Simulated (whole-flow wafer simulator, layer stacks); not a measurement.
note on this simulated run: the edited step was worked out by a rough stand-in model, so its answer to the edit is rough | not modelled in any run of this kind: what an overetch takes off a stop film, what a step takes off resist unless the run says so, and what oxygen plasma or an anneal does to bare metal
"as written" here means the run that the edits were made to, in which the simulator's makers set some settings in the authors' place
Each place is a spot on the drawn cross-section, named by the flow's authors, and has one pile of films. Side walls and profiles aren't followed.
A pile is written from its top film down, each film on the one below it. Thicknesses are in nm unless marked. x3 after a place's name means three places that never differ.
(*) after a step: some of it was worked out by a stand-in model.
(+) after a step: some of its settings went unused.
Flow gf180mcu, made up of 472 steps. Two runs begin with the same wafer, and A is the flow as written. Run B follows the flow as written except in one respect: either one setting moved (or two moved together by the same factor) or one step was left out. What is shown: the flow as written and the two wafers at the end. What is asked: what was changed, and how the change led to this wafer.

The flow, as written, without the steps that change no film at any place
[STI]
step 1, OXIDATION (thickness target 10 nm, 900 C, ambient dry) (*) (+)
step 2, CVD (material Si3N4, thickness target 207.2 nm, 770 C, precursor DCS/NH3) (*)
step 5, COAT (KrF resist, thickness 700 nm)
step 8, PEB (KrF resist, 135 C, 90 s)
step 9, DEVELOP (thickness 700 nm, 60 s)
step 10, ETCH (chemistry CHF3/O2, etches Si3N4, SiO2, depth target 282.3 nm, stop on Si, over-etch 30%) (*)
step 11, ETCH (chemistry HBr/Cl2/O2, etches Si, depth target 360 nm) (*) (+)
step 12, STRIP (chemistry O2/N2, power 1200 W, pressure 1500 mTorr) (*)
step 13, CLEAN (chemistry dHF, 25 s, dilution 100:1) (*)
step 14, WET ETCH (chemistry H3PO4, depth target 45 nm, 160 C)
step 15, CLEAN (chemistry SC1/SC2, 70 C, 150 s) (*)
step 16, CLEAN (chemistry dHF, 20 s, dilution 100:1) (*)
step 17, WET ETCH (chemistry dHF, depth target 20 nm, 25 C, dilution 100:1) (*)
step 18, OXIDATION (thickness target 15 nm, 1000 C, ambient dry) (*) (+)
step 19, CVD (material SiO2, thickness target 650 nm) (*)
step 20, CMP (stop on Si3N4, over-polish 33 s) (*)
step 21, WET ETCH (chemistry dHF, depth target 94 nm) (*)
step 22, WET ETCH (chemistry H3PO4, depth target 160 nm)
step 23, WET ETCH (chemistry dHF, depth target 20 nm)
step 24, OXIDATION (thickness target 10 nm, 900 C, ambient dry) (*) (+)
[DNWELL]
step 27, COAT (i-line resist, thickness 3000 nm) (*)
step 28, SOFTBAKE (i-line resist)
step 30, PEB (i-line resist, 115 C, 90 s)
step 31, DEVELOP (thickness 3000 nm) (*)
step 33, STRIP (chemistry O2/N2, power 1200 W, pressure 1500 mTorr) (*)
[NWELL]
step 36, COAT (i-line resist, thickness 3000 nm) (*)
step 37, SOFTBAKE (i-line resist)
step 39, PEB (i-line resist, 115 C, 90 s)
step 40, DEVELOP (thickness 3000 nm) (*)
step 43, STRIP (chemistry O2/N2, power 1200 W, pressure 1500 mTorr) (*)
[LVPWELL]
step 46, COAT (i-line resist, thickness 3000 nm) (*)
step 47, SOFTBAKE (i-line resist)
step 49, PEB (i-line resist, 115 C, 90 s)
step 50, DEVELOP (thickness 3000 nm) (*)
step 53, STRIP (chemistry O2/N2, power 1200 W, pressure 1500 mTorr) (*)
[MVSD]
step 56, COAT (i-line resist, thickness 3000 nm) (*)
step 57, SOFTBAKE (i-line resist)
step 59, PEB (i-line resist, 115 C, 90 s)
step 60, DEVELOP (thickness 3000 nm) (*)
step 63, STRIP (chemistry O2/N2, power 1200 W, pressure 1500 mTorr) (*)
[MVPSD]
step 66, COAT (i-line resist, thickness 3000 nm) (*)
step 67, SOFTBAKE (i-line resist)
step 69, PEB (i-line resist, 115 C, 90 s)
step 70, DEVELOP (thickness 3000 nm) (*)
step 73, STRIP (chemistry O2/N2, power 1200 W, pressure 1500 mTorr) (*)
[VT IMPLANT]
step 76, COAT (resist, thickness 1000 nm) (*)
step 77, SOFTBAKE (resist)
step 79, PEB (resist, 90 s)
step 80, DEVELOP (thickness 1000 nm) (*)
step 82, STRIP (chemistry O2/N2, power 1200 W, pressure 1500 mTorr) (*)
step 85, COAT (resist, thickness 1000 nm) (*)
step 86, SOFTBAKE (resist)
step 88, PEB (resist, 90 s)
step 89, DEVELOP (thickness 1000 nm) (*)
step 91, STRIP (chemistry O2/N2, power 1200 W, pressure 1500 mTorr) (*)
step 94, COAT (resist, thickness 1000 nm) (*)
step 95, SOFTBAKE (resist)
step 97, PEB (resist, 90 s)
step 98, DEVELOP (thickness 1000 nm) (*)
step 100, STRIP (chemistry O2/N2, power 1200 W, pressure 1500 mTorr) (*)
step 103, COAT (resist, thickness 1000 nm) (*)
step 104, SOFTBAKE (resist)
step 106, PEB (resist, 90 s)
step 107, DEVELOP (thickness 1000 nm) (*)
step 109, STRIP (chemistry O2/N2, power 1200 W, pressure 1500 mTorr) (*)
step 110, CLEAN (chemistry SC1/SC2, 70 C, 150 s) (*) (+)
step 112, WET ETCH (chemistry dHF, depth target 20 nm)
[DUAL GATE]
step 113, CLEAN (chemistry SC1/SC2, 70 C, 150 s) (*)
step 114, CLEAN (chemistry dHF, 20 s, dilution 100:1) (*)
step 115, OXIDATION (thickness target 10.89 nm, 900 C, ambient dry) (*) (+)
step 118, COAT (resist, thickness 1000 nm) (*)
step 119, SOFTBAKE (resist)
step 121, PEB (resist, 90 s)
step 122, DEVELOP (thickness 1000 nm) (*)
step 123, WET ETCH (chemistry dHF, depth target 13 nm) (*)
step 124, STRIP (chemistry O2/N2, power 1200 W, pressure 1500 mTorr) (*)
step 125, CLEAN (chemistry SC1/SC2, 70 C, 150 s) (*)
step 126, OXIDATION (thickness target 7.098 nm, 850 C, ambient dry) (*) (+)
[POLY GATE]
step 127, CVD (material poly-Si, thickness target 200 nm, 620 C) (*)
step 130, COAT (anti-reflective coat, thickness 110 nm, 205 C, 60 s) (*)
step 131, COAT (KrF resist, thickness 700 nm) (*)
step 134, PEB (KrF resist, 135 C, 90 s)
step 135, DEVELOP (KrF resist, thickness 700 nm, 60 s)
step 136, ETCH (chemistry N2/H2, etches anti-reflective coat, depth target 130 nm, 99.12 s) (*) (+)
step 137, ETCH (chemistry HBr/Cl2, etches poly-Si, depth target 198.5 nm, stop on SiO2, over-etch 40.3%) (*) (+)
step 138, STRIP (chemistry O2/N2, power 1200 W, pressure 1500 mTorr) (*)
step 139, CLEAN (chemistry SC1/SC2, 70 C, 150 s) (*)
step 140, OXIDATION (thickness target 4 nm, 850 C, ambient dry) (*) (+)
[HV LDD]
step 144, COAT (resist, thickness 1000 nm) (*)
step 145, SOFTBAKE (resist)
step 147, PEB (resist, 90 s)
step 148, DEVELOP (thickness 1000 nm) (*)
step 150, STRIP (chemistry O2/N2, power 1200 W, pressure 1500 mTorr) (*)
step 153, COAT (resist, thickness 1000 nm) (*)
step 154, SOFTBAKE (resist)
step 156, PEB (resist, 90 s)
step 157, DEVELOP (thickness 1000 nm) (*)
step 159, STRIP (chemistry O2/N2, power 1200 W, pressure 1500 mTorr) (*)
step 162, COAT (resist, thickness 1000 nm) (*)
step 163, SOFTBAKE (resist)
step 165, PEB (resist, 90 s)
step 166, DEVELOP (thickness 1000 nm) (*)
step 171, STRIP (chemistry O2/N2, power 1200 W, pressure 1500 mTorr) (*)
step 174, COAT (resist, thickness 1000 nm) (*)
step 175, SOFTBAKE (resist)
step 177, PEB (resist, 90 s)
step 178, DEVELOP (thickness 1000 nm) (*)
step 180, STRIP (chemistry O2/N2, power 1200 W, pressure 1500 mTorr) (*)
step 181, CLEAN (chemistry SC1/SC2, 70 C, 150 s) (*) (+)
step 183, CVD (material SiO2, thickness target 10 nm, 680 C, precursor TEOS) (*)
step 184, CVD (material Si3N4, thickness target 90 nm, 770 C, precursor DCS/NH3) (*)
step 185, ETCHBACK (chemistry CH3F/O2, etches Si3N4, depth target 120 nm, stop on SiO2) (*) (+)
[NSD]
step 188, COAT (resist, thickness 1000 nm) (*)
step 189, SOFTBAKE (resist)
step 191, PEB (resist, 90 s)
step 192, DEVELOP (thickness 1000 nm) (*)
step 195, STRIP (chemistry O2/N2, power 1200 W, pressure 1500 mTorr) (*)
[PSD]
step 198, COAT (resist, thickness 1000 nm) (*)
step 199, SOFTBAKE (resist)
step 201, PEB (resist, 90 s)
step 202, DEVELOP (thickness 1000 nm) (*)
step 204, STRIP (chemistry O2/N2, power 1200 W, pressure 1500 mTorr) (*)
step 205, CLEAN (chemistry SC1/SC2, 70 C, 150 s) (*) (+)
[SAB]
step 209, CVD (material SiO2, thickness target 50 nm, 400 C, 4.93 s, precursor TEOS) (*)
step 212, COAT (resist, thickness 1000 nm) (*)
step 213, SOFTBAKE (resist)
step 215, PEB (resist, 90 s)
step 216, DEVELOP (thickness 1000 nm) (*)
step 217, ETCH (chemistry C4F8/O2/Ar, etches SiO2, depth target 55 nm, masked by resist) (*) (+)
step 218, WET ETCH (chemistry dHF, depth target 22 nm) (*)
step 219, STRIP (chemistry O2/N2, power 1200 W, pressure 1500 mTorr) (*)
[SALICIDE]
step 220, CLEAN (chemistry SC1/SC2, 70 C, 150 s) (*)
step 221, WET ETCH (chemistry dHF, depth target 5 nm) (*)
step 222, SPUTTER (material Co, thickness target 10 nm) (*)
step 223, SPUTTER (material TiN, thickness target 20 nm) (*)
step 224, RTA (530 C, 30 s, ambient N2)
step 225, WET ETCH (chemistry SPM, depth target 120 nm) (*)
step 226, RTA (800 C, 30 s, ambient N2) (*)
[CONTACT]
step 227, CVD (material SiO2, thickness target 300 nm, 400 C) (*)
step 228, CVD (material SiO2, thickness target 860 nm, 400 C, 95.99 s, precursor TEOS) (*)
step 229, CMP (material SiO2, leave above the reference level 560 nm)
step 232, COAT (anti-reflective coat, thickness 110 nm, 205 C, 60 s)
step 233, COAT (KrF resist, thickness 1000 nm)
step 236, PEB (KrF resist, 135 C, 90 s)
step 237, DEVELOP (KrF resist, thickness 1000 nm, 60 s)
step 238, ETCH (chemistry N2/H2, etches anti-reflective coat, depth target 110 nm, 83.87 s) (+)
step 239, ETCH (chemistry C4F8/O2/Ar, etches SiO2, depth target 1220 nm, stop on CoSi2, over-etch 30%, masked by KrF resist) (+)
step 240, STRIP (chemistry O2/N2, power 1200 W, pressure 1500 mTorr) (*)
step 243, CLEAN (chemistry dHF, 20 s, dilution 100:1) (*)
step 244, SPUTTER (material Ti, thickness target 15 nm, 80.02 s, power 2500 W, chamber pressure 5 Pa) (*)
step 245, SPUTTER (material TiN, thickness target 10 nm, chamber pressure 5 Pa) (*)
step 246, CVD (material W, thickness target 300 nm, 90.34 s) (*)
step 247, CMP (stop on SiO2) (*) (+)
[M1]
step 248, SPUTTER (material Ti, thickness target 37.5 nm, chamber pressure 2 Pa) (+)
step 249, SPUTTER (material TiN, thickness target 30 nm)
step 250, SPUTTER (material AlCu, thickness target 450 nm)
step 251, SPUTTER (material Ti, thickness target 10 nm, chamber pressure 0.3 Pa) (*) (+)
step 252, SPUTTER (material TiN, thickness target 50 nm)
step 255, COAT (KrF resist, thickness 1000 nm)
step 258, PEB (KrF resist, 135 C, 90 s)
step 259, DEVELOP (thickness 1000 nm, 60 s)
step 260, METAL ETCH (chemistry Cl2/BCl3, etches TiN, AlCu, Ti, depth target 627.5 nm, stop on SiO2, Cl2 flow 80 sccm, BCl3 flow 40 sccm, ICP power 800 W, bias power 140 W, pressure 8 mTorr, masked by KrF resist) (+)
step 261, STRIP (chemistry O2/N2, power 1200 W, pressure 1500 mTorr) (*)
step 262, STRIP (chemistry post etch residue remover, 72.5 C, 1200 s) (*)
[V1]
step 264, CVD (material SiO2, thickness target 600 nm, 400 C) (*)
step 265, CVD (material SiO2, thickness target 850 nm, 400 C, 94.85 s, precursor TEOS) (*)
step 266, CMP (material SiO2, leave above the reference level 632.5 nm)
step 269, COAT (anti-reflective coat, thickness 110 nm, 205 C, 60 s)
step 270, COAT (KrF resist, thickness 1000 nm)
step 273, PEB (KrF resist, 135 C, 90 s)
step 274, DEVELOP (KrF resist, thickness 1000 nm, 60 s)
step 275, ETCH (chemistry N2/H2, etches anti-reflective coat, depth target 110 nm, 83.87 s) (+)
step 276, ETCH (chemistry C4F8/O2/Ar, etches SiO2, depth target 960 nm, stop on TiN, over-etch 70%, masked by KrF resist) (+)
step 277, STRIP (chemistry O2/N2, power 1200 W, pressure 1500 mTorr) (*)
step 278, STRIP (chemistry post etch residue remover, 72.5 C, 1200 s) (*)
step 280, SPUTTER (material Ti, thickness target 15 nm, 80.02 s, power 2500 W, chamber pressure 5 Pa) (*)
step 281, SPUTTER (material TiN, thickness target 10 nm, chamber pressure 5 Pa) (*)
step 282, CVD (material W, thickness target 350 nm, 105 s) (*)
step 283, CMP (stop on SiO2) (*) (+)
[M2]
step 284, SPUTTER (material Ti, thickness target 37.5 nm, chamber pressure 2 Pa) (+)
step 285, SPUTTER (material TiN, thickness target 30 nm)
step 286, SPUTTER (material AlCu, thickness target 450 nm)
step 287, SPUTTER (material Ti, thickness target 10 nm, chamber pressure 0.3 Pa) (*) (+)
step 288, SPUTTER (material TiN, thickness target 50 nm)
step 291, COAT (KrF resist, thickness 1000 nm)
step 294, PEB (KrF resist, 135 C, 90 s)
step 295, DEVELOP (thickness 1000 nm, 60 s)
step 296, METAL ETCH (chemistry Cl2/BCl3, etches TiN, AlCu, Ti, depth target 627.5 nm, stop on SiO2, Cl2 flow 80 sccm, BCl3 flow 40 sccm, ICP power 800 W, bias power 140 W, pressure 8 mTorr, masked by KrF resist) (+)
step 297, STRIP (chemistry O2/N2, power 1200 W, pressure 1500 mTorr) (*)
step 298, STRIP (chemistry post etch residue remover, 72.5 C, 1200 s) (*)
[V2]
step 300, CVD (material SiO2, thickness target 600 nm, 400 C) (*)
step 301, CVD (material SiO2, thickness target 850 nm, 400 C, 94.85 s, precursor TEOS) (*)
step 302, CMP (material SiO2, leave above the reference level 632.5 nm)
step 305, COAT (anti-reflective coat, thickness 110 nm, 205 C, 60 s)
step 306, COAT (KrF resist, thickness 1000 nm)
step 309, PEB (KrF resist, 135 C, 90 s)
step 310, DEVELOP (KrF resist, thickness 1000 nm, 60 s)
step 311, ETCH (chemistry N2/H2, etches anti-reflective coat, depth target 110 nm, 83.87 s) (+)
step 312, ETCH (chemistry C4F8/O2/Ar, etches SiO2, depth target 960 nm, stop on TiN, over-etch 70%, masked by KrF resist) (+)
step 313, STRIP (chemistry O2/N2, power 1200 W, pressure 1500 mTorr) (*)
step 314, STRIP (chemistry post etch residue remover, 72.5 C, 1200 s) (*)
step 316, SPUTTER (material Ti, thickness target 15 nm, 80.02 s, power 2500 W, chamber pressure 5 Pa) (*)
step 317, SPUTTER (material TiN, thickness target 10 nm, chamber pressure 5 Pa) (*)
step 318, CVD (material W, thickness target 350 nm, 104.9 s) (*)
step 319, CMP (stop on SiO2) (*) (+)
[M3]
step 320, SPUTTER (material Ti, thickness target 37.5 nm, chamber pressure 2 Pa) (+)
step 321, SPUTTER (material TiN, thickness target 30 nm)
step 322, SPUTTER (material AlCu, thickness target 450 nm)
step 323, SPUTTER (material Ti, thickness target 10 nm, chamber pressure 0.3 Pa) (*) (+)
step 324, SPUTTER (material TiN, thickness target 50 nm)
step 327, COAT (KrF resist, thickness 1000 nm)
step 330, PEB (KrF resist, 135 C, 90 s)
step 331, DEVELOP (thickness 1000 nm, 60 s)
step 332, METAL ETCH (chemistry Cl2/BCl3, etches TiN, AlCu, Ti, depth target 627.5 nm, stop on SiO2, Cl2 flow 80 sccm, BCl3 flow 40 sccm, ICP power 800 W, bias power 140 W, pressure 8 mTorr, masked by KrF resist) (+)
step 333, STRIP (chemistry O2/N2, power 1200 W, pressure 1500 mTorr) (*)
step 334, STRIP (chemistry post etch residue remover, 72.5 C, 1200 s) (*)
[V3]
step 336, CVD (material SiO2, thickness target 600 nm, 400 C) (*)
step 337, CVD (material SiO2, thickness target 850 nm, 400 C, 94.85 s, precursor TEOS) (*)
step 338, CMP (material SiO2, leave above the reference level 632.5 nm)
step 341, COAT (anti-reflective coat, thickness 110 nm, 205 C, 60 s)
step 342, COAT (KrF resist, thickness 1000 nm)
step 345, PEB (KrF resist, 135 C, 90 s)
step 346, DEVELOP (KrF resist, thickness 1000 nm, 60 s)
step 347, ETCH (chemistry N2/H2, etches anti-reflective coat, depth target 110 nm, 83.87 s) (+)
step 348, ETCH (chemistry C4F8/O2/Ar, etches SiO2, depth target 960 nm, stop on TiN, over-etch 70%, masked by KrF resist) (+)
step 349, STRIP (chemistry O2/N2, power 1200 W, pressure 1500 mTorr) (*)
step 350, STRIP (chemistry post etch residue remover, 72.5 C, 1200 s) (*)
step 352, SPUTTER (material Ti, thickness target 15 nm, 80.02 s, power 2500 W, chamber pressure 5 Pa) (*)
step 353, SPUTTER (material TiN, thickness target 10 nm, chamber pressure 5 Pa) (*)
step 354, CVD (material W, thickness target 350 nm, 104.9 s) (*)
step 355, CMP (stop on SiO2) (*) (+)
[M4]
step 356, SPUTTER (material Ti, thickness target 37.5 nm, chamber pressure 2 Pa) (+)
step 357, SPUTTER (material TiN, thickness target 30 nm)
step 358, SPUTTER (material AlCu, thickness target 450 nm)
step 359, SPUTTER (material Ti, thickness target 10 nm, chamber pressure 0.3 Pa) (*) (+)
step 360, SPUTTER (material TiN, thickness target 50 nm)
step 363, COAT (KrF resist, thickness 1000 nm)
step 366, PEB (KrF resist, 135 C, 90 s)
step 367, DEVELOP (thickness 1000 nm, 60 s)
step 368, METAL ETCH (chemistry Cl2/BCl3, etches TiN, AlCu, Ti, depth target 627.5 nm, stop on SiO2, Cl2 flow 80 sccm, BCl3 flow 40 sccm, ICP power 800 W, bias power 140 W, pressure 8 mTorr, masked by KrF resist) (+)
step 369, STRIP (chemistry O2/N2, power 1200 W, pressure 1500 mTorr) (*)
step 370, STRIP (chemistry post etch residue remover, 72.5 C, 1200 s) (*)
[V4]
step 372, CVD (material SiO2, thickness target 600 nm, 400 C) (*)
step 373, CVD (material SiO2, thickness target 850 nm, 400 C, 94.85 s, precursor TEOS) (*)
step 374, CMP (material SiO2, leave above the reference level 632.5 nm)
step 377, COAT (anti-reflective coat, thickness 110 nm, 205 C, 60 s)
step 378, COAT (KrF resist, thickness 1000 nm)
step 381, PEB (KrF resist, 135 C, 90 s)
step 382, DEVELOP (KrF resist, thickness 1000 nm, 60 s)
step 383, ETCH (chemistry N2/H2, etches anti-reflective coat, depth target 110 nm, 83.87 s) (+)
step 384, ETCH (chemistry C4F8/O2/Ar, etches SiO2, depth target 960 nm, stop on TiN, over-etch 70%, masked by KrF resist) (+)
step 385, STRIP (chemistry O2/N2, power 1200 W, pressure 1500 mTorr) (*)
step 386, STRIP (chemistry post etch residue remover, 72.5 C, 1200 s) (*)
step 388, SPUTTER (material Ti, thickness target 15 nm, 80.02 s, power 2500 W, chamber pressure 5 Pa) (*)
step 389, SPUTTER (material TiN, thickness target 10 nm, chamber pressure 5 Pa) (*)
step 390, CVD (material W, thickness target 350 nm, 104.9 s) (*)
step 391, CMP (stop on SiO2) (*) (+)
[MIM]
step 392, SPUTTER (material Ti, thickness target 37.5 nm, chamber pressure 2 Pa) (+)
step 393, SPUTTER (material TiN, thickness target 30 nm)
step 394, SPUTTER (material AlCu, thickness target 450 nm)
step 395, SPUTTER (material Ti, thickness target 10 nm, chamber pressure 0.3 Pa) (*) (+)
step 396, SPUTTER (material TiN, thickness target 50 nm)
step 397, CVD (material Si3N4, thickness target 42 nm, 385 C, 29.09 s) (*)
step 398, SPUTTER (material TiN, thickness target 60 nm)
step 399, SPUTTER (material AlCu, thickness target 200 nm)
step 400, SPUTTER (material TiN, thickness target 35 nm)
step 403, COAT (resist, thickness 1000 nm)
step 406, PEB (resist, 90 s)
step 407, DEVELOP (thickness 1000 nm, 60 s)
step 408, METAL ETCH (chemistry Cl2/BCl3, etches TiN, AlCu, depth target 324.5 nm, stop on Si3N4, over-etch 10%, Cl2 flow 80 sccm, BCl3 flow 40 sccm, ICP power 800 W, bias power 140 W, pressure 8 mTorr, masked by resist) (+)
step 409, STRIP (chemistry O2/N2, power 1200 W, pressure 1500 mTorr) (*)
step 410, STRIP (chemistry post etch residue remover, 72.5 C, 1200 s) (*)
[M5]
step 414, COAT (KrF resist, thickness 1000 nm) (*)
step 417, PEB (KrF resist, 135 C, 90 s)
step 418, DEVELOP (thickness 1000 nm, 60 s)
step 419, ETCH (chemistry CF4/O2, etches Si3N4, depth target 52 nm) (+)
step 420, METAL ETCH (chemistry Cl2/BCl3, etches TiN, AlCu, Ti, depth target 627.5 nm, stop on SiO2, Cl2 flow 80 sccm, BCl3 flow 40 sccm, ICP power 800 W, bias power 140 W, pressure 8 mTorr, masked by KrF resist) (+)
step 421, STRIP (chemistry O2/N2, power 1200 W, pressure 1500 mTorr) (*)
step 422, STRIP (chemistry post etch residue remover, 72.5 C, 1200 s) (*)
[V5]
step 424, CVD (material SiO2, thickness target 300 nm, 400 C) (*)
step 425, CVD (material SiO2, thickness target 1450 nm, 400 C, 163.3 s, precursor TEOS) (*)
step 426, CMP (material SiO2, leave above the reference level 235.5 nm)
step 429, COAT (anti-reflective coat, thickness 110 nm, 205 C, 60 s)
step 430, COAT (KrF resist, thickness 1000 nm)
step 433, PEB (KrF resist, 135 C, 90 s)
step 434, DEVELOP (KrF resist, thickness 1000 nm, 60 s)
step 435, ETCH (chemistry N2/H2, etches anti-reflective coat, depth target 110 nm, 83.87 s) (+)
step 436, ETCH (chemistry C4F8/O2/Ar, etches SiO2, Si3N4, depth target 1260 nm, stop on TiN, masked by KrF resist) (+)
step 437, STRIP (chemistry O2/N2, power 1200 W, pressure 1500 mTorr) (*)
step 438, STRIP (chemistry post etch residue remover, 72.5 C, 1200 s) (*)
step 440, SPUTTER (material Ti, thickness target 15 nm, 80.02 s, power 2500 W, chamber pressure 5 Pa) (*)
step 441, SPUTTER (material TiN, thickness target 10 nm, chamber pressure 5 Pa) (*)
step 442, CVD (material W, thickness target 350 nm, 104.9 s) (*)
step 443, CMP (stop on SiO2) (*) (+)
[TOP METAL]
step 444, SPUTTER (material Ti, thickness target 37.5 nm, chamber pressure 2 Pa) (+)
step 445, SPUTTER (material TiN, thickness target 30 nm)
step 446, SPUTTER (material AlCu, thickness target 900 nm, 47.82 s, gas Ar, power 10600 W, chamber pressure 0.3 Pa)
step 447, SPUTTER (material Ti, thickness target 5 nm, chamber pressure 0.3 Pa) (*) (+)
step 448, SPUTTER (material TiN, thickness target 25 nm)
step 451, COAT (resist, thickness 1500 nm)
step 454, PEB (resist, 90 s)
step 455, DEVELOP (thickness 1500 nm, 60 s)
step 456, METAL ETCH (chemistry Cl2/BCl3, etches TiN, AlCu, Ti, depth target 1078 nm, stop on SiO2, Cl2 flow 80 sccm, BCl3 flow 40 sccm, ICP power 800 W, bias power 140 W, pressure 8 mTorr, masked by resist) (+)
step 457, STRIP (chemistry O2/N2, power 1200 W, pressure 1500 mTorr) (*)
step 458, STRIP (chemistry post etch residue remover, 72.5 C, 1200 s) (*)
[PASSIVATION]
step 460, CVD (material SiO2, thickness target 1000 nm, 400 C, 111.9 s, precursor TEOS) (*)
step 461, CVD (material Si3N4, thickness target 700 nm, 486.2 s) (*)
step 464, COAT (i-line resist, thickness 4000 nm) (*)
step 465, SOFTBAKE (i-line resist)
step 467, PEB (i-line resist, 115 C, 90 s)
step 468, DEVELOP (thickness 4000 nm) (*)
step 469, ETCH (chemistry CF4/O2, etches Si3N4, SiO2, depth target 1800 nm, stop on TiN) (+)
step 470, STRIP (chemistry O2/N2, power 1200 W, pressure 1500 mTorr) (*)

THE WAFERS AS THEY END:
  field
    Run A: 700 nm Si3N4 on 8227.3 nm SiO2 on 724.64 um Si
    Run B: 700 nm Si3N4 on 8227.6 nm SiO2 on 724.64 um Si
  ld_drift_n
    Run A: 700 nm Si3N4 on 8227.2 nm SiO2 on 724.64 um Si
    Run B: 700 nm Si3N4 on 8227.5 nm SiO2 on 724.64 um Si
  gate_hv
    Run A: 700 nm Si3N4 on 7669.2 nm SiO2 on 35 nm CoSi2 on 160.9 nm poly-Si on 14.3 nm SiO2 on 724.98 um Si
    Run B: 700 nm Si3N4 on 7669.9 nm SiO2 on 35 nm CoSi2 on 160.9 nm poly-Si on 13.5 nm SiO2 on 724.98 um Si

Cause: step 126, OXIDATION: thickness target 6.246 nm was run, though the flow has thickness target 7.098 nm.

How this came from the change, step by step:
  step 126, OXIDATION (thickness target 7.098 nm, 850 C, ambient dry) (*) (+)
      gate_hv, active_hv, active_nat and 25 more: A SiO2 gains 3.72, Si loses 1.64 | B SiO2 gains 3, Si loses 1.32
      active, n_well, p_well and 12 more: A SiO2 gains 7.1 (new film), chemical SiO2 loses 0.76 (all of it), Si loses 2.79 | B SiO2 gains 6.25 (new film), chemical SiO2 loses 0.76 (all of it), Si loses 2.42
  step 189, SOFTBAKE (resist)
      field__w9: A resist gains 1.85 | B resist loses 1.04
  step 199, SOFTBAKE (resist)
      field__w9: A resist gains 1.85 | B resist loses 1.04
  step 218, WET ETCH (chemistry dHF, depth target 22 nm) (*)
      active, p_well, sd_n, iso_ptap_pw, iso_ntap_nw, iso_ptap_sub, vpnp_e: A SiO2 loses 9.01 (all of it) | B SiO2 loses 8.22 (all of it)
      ldn_tap, ldn_src, ldn_drn, ldp_tap, ldp_src, ldp_drn, ldp_gr: A SiO2 loses 16 (all of it) | B SiO2 loses 15.3 (all of it)
      (and at 9 other places as well)
  step 223, SPUTTER (material TiN, thickness target 20 nm) (*)
      field__w12: A TiN gains 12 (new film) | B TiN gains 12.6 (new film)
  step 225, WET ETCH (chemistry SPM, depth target 120 nm) (*)
      field__w12: A TiN loses 12 (all of it), Co loses 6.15 (all of it) | B TiN loses 12.6 (all of it), Co loses 6.15 (all of it)
